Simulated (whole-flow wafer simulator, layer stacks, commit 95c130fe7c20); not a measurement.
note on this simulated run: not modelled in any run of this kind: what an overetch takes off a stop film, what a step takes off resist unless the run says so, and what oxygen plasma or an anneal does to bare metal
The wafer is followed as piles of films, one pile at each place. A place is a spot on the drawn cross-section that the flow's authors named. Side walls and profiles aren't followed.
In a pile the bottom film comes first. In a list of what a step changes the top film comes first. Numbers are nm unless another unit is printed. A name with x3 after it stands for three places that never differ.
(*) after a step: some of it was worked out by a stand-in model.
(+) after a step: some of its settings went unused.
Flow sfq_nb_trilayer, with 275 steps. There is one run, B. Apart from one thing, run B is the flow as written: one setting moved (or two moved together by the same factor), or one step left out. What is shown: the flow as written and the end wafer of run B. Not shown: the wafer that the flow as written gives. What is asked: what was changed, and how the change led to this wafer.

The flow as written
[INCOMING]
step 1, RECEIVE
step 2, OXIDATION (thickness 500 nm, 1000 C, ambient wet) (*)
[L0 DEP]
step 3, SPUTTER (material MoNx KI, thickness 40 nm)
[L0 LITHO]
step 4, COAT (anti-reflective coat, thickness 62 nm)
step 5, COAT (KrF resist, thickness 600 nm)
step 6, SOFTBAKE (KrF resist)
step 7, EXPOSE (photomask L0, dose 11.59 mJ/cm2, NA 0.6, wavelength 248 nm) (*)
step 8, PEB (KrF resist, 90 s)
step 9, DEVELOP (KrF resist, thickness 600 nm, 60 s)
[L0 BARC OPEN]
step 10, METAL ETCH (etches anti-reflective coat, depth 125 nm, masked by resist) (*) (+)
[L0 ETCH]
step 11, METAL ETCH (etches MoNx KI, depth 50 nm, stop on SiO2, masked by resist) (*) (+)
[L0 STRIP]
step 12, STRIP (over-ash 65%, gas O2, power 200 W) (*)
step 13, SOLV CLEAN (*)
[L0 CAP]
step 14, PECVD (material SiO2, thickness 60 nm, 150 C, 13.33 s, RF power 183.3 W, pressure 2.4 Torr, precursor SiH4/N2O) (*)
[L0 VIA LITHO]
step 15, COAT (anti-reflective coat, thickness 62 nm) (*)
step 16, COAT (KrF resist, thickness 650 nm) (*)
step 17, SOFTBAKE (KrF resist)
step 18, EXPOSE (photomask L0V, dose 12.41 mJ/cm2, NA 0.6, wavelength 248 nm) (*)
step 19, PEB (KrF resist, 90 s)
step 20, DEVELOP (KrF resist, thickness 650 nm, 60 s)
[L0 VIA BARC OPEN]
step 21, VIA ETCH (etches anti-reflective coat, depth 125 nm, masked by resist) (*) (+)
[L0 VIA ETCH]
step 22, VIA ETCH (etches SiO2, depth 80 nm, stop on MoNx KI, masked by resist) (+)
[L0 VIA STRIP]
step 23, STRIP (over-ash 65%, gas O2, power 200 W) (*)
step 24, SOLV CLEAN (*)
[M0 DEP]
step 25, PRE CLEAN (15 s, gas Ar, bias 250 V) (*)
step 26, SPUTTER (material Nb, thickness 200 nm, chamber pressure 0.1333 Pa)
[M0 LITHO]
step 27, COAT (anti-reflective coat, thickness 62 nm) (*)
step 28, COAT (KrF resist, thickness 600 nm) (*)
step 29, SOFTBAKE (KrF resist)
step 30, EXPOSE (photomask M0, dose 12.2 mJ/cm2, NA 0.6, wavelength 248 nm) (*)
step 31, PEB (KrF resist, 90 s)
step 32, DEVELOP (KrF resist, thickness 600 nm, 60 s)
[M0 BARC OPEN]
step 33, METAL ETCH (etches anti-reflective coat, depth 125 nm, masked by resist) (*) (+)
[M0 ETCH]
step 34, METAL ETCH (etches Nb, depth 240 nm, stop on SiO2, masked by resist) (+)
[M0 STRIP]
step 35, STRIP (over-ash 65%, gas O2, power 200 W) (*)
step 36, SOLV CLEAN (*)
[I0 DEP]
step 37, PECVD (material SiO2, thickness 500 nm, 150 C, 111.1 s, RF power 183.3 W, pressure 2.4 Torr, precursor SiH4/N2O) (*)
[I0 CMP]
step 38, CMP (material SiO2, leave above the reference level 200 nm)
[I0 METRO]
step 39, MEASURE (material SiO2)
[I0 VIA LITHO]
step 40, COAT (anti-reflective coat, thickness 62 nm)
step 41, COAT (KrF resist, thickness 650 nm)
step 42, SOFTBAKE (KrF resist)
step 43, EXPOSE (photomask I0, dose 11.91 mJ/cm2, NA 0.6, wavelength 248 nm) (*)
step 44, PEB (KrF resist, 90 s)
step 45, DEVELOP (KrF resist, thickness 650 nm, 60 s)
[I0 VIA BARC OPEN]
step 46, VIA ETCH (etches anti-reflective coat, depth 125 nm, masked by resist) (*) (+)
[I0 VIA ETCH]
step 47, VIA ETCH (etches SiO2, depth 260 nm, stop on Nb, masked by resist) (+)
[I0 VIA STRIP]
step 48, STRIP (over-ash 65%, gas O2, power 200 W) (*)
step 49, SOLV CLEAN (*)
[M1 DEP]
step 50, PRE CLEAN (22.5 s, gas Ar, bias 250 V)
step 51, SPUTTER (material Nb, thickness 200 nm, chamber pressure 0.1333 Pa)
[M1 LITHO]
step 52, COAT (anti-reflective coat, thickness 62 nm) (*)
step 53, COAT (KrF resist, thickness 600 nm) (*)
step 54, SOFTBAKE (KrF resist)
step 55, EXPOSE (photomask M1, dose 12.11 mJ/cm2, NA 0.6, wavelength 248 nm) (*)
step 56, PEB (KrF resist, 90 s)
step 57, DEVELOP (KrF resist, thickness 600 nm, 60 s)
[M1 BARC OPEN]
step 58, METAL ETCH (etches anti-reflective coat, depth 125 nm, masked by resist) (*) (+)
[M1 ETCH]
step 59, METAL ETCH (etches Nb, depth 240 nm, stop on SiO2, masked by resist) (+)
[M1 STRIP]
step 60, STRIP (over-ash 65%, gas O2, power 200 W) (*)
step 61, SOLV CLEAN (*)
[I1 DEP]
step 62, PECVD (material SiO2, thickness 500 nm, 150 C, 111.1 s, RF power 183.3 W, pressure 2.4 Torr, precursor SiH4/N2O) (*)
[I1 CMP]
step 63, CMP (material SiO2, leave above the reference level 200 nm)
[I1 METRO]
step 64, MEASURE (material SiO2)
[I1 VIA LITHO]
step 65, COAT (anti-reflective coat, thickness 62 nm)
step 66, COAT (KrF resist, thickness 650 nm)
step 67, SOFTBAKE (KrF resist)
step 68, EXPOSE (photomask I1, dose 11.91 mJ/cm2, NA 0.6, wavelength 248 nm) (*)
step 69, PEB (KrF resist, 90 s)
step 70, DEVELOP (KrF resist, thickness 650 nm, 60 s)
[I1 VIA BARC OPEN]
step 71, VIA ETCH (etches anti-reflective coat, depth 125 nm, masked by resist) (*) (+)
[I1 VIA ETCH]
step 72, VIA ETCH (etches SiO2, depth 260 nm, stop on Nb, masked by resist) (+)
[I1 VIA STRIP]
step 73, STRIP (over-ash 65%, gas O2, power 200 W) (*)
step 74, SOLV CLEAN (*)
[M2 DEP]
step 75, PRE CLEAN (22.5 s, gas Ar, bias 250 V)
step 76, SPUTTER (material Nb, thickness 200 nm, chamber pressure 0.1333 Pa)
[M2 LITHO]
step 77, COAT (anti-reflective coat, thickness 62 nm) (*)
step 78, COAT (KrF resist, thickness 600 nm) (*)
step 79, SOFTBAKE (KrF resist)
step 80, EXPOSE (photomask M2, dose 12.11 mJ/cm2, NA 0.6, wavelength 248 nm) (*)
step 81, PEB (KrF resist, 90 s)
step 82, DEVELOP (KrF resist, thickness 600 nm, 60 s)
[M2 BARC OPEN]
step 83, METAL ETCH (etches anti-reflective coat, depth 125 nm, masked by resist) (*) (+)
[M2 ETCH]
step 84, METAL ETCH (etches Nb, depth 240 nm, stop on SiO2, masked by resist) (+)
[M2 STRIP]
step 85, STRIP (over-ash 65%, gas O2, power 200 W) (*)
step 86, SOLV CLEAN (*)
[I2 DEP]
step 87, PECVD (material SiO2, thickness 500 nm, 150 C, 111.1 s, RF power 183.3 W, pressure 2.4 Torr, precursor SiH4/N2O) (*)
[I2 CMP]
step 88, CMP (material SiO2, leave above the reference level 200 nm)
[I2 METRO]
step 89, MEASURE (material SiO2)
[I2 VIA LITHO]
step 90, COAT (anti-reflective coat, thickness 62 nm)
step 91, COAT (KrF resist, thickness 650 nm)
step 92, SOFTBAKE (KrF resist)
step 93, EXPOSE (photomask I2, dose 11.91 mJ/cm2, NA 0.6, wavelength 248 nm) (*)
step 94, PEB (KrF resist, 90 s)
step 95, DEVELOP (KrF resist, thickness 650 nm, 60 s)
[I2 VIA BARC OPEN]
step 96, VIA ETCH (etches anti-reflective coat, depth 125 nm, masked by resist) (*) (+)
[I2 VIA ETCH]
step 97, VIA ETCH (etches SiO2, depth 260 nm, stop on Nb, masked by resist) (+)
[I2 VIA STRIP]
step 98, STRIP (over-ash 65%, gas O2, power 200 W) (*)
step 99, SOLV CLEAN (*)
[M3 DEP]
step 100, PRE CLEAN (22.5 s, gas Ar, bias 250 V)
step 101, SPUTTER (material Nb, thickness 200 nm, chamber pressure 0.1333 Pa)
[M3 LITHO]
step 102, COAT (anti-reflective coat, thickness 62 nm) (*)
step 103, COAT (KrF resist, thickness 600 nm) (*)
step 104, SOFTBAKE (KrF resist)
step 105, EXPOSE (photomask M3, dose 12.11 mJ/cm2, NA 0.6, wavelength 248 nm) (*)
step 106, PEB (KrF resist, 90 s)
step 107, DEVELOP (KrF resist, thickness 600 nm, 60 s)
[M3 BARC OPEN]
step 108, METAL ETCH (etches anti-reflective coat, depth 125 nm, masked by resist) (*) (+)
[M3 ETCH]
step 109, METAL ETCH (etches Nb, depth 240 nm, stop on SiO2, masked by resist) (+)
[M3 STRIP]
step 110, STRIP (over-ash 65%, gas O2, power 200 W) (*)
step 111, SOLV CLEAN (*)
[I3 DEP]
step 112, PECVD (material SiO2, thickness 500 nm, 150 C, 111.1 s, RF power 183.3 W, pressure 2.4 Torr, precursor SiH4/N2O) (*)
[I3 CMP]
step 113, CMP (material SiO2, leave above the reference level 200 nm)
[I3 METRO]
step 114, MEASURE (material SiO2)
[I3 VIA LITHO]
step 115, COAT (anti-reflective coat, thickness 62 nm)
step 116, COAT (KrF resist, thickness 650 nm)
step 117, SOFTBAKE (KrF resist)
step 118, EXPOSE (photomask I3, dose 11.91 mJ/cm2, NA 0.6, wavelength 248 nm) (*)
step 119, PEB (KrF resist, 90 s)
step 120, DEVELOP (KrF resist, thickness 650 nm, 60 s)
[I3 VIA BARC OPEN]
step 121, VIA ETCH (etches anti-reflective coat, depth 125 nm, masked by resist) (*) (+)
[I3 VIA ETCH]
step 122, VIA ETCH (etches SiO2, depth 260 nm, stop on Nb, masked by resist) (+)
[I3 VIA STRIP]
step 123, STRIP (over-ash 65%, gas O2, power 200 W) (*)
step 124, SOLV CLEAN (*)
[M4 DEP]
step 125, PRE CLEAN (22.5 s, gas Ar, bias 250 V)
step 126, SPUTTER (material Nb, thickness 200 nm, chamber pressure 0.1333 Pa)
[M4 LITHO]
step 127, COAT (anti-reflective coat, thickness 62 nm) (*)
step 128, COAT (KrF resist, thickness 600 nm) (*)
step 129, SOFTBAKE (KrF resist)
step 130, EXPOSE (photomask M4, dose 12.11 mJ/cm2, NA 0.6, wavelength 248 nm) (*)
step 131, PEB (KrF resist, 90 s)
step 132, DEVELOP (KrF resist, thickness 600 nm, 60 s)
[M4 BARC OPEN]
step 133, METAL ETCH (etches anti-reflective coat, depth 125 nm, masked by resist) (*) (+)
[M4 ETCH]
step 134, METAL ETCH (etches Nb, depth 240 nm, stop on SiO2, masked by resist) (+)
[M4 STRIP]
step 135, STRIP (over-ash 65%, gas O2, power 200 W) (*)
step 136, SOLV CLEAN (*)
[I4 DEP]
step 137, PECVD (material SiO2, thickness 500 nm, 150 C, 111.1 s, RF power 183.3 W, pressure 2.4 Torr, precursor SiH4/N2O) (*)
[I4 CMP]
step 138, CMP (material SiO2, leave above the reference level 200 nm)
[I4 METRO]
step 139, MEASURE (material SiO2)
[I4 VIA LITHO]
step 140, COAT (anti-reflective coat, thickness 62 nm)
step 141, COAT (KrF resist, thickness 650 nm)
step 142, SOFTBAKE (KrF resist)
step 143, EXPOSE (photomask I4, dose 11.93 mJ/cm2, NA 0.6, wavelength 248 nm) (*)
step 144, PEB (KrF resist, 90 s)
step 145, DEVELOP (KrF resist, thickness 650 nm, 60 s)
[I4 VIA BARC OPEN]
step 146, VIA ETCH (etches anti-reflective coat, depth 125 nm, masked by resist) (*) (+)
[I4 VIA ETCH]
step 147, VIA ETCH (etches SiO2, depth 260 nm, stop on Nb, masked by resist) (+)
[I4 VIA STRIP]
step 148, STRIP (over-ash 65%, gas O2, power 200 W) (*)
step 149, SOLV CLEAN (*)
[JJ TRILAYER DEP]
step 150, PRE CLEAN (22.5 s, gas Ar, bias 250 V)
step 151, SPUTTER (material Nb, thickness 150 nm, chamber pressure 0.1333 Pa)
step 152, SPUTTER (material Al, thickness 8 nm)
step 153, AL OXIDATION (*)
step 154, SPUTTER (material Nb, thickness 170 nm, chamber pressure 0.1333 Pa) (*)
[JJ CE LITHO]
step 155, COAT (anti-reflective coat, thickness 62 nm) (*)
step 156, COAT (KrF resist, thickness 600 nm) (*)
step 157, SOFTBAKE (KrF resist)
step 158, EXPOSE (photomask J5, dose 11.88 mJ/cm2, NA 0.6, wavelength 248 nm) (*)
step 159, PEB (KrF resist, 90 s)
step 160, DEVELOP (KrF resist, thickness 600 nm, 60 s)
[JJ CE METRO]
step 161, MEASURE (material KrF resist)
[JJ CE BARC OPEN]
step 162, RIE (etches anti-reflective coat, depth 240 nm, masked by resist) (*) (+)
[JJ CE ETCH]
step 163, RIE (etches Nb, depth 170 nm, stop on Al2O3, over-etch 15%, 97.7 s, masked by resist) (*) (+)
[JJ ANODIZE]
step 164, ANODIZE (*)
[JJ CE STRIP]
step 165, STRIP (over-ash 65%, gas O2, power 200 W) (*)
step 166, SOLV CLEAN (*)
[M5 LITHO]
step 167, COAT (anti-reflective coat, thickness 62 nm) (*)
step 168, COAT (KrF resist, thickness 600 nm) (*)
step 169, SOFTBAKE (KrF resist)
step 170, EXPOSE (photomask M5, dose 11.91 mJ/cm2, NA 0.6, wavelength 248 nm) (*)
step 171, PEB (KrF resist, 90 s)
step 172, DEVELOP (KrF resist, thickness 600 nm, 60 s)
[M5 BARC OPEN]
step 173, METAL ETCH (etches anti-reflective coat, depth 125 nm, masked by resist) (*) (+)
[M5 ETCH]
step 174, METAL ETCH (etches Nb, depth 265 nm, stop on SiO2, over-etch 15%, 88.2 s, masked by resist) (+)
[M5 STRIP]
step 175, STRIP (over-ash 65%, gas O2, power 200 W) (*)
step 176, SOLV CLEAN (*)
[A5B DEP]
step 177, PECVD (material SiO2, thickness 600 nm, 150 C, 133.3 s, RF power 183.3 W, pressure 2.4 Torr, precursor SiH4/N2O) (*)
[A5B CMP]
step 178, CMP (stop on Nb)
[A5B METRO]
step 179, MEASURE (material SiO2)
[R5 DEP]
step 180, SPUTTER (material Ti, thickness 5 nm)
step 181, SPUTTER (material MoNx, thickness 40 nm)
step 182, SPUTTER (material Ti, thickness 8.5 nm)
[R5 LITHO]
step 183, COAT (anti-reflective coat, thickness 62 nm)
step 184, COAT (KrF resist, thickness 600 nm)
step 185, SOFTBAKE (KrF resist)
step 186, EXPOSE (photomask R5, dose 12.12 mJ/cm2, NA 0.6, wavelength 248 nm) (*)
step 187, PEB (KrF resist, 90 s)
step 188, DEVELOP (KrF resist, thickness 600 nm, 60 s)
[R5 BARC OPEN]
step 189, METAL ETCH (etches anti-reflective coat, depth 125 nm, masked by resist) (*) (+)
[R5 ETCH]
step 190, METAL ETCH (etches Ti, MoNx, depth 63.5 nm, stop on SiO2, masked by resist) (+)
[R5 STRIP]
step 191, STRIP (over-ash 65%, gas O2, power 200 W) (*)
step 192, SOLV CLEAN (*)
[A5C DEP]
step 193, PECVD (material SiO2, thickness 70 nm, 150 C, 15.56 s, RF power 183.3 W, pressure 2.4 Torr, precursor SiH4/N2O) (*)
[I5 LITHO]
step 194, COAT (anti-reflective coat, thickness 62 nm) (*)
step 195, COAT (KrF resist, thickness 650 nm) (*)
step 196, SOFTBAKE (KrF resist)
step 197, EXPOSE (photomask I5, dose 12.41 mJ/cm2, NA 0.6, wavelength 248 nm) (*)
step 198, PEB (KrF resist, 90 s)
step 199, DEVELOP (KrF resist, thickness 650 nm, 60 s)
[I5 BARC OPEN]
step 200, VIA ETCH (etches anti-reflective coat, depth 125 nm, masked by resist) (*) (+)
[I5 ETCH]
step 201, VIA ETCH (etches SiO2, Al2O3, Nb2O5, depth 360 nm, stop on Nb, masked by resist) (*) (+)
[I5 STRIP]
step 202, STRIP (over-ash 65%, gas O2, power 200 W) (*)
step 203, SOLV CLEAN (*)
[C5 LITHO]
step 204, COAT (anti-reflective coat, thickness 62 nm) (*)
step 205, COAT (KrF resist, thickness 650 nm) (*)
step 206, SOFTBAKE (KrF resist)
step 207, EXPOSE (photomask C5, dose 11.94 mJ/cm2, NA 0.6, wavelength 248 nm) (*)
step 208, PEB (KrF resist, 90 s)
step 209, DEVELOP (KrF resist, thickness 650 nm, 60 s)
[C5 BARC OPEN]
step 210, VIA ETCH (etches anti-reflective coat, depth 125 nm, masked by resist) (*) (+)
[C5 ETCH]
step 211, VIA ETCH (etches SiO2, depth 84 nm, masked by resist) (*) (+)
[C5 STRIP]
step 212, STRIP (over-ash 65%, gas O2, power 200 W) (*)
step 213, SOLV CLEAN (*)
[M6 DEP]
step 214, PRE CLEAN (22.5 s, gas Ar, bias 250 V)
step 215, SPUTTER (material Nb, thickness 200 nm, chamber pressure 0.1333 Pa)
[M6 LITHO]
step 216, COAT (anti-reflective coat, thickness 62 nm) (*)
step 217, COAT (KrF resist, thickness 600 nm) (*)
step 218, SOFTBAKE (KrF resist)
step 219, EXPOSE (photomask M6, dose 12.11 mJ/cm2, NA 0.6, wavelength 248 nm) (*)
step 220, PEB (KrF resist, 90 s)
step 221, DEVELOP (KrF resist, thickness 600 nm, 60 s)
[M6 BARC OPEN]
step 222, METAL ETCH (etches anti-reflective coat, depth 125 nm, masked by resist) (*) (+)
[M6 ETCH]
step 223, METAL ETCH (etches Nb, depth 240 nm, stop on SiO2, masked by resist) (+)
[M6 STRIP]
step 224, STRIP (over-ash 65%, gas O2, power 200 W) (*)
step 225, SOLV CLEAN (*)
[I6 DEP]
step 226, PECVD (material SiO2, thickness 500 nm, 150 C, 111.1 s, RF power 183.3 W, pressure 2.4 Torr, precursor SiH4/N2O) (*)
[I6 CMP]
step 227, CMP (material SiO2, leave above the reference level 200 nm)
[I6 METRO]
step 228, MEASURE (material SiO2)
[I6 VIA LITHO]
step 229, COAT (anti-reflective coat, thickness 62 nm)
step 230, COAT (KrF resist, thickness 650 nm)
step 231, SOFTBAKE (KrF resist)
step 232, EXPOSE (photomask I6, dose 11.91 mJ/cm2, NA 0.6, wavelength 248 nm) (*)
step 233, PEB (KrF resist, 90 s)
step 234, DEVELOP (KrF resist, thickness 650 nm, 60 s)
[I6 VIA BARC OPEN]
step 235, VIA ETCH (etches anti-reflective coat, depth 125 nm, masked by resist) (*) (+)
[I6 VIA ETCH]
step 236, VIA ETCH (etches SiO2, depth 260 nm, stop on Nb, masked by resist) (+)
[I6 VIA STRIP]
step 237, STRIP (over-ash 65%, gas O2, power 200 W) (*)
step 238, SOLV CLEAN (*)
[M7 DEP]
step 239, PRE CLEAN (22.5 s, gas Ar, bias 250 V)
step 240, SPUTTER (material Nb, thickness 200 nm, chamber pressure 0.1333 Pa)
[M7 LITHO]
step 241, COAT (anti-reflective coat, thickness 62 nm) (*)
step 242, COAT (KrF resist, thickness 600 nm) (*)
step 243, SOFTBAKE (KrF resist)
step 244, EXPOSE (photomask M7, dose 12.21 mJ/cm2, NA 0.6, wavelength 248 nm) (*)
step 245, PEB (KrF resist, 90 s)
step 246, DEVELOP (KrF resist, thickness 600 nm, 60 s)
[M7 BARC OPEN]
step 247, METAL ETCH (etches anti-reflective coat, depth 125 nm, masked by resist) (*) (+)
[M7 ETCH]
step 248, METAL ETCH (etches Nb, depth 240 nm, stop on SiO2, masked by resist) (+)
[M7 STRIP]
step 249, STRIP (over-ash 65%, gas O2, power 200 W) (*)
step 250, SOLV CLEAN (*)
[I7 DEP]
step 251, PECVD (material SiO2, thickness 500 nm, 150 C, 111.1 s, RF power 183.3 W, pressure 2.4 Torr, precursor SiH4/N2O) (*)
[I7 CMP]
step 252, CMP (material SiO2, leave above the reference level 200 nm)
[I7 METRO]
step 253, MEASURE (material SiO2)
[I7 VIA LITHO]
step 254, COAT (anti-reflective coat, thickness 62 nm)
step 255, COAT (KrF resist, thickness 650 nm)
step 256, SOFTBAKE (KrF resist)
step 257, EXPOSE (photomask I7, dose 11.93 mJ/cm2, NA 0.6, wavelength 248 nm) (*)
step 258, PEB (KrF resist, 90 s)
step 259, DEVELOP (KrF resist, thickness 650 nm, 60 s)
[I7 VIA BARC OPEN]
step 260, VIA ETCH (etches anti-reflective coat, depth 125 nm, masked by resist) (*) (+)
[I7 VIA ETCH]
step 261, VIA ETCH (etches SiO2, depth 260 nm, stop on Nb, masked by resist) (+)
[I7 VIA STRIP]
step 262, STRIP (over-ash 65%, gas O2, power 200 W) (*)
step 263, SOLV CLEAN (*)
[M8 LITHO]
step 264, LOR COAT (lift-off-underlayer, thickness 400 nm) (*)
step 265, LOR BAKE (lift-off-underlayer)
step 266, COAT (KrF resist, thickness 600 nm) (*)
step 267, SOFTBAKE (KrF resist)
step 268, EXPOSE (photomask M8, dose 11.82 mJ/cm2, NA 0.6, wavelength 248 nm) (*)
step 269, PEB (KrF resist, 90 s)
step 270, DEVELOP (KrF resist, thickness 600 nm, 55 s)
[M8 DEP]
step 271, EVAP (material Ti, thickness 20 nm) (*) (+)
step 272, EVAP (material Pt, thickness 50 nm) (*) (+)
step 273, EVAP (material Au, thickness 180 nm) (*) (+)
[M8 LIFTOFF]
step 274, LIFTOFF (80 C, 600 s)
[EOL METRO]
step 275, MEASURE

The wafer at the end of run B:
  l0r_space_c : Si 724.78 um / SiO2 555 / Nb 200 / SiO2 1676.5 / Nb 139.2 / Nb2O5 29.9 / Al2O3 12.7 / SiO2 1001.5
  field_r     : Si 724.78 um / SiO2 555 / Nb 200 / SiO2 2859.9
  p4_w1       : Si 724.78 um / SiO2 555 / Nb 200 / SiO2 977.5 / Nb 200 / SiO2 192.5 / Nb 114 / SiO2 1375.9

What caused this: step 126, SPUTTER: thickness 114 nm was run, while the flow as written has thickness 200 nm.
The wafer lets one read it off: p4_w1 has Nb 114, and step 126 as written asks for 200 nm.

Step by step, how the change led to this:
  step 126, SPUTTER (material Nb, thickness 200 nm, chamber pressure 0.1333 Pa)
      field_l, v_sur, via_wl and 102 more: Nb gains 114 (new film) (as written it would have been: Nb gains 200 (new film))
      via_v: Nb gains 94 (as written it would have been: Nb gains 165.5)
  step 127, COAT (anti-reflective coat, thickness 62 nm) (*)
      via_v: anti-reflective coat gains 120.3 (new film) (as written it would have been: anti-reflective coat gains 124.8 (new film))
  step 134, METAL ETCH (etches Nb, depth 240 nm, stop on SiO2, masked by resist) (+)
      field_l, be, be_sur and 64 more: Nb loses 114 (all of it) (as written it would have been: Nb loses 200 (all of it))
      v_sur, via_wl, via_w and 36 more: KrF resist loses 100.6 (as written it would have been: KrF resist loses 141.2)
  step 135, STRIP (over-ash 65%, gas O2, power 200 W) (*)
      p4_fl, p4_fm, p4_w1 and 26 more: KrF resist loses 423 (all of it), anti-reflective coat loses 62 (all of it) (as written it would have been: KrF resist loses 382.4 (all of it), anti-reflective coat loses 62 (all of it))
      ln_m5, lsp_m, ln_m6: KrF resist loses 422.5 (all of it), anti-reflective coat loses 61.8 (all of it) (as written it would have been: KrF resist loses 381.9 (all of it), anti-reflective coat loses 61.8 (all of it))
      (as well as at 7 more places)
  step 137, PECVD (material SiO2, thickness 500 nm, 150 C, 111.1 s, RF power 183.3 W, pressure 2.4 Torr, precursor SiH4/N2O) (*)
      p3_s0, p3_s1, p3_s2, p3_s3, p3_s4, p3_s5: SiO2 gains 500 (as written it would have been: SiO2 gains 557.1)
      via_v: SiO2 gains 591.6 (new film) (as written it would have been: SiO2 gains 615 (new film))
  step 138, CMP (material SiO2, leave above the reference level 200 nm)
      field_l, be, be_sur and 55 more: SiO2 loses 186 (as written it would have been: SiO2 loses 100)
      p3_s0, p3_s1, p3_s2, p3_s3, p3_s4, p3_s5: SiO2 loses 186 (as written it would have been: SiO2 loses 157.1)
      (as well as at 4 more places)
